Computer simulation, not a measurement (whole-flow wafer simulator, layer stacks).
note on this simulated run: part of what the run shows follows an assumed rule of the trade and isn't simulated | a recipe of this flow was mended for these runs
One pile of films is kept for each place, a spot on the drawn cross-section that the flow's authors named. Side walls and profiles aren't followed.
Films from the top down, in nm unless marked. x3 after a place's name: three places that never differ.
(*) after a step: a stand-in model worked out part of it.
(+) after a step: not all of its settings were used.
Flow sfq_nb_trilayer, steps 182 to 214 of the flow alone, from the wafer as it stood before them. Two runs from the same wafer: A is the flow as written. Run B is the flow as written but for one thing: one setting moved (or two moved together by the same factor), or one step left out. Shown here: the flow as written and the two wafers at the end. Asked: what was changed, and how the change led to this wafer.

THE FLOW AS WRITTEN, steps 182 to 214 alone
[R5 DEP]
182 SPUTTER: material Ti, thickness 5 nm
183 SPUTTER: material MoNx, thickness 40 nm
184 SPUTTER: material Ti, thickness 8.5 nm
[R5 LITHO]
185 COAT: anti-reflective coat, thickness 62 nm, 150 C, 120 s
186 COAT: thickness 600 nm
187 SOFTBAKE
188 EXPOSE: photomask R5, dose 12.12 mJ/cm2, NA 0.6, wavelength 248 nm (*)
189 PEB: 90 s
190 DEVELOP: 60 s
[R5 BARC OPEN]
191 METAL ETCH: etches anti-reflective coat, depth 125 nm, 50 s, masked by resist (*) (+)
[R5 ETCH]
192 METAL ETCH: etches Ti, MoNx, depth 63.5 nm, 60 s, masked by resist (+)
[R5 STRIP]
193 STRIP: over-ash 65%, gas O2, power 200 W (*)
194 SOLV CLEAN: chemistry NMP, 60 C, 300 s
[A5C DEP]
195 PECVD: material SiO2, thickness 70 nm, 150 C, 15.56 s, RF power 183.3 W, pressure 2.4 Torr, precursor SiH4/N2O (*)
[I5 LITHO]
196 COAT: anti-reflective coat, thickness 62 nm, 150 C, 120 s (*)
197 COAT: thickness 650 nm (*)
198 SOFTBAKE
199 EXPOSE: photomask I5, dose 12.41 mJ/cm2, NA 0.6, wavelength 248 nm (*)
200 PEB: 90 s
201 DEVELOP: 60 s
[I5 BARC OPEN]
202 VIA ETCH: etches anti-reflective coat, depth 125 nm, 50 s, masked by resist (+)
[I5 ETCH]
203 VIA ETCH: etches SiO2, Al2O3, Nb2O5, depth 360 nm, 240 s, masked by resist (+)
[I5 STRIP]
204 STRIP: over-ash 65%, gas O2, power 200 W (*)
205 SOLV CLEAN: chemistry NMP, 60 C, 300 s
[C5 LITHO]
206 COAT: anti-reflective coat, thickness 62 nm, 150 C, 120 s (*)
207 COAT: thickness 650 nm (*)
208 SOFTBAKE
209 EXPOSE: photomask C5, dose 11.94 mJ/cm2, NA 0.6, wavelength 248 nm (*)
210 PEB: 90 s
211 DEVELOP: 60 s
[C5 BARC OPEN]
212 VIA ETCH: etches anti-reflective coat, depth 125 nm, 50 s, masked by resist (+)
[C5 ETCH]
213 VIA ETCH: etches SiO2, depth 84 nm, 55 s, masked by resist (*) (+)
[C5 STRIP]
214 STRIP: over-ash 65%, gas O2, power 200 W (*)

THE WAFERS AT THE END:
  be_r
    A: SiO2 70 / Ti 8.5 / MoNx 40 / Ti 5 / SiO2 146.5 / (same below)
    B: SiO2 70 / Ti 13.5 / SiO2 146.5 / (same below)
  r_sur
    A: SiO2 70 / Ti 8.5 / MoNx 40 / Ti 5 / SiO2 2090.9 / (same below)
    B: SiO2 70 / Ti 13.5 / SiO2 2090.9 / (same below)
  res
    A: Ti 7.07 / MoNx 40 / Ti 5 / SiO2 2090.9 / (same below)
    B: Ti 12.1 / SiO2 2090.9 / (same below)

The cause: step 183, SPUTTER: material MoNx, thickness 40 nm, was left out.

How the change led to this, step by step:
  184 SPUTTER: material Ti, thickness 8.5 nm
      field_l, v_sur, via_wl and 103 more: A Ti +8.5 (new film) | B Ti +8.5
  192 METAL ETCH: etches Ti, MoNx, depth 63.5 nm, 60 s, masked by resist (+)
      field_l, v_sur, via_wl and 92 more: A Ti -8.5 (all of it), MoNx -40 (all of it), Ti -5 (all of it), SiO2 -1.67 | B Ti -13.5 (all of it), SiO2 -8.33
      ce_l, c5j, ce_r, wl_jj: A Ti -8.5 (all of it), MoNx -40 (all of it), Ti -5 (all of it), Nb -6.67 | B Ti -13.5 (all of it), Nb -33.3
  196 COAT: anti-reflective coat, thickness 62 nm, 150 C, 120 s (*)
      r5r_line_l, r5r_line_c, r5r_line_r: A anti-reflective coat +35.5 (new film) | B anti-reflective coat +50.8 (new film)
      wl_j_sl, wl_j_sr: A anti-reflective coat +60.5 (new film) | B anti-reflective coat +54.7 (new film)
      (and at 14 more places)
  197 COAT: thickness 650 nm (*)
      r_sur: A KrF-resist-other-grade +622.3 (new film) | B KrF-resist-other-grade +638.2 (new film)
      res: A KrF-resist-other-grade +624.9 (new film) | B KrF-resist-other-grade +639.6 (new film)
  203 VIA ETCH: etches SiO2, Al2O3, Nb2O5, depth 360 nm, 240 s, masked by resist (+)
      be: A SiO2 -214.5 (all of it), Al2O3 -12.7 (all of it), Nb2O5 -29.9 (all of it), Nb -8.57 | B SiO2 -207.9 (all of it), Al2O3 -12.7 (all of it), Nb2O5 -29.9 (all of it), Nb -9.12
  204 STRIP: over-ash 65%, gas O2, power 200 W (*)
      r5r_line_l, r5r_line_c, r5r_line_r: A KrF-resist-other-grade -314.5 (all of it), anti-reflective coat -35.5 (all of it) | B KrF-resist-other-grade -315.2 (all of it), anti-reflective coat -50.8 (all of it)
      r5r_spacepad_l, r5r_spacepad_r: A KrF-resist-other-grade -316.1 (all of it), anti-reflective coat -89.1 (all of it) | B KrF-resist-other-grade -315.9 (all of it), anti-reflective coat -72 (all of it)
      (and at 15 more places)
  206 COAT: anti-reflective coat, thickness 62 nm, 150 C, 120 s (*)
      r5r_line_l, r5r_line_c, r5r_line_r: A anti-reflective coat +35.5 (new film) | B anti-reflective coat +50.8 (new film)
      wl_j_sl, wl_j_sr: A anti-reflective coat +60.5 (new film) | B anti-reflective coat +54.7 (new film)
      (and at 14 more places)
  207 COAT: thickness 650 nm (*)
      r_sur: A KrF-resist-other-grade +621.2 (new film) | B KrF-resist-other-grade +636.9 (new film)
      res: A KrF-resist-other-grade +623.9 (new film) | B KrF-resist-other-grade +638.4 (new film)
  211 DEVELOP: 60 s
      res: A KrF-resist-other-grade -622.6 (all of it) | B KrF-resist-other-grade -637 (all of it)
  212 VIA ETCH: etches anti-reflective coat, depth 125 nm, 50 s, masked by resist (+)
      c5j: A anti-reflective coat -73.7 (all of it), SiO2 -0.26 | B anti-reflective coat -83.1 (all of it), SiO2 -0.21
      res: A anti-reflective coat -57.9 (all of it), SiO2 -0.34 | B anti-reflective coat -60.2 (all of it), SiO2 -0.32
  214 STRIP: over-ash 65%, gas O2, power 200 W (*)
      r5r_line_l, r5r_line_c, r5r_line_r: A KrF-resist-other-grade -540 (all of it), anti-reflective coat -35.5 (all of it) | B KrF-resist-other-grade -540.7 (all of it), anti-reflective coat -50.8 (all of it)
      r5r_spacepad_l, r5r_spacepad_r: A KrF-resist-other-grade -541.6 (all of it), anti-reflective coat -89.1 (all of it) | B KrF-resist-other-grade -541.4 (all of it), anti-reflective coat -72 (all of it)
      (and at 13 more places)
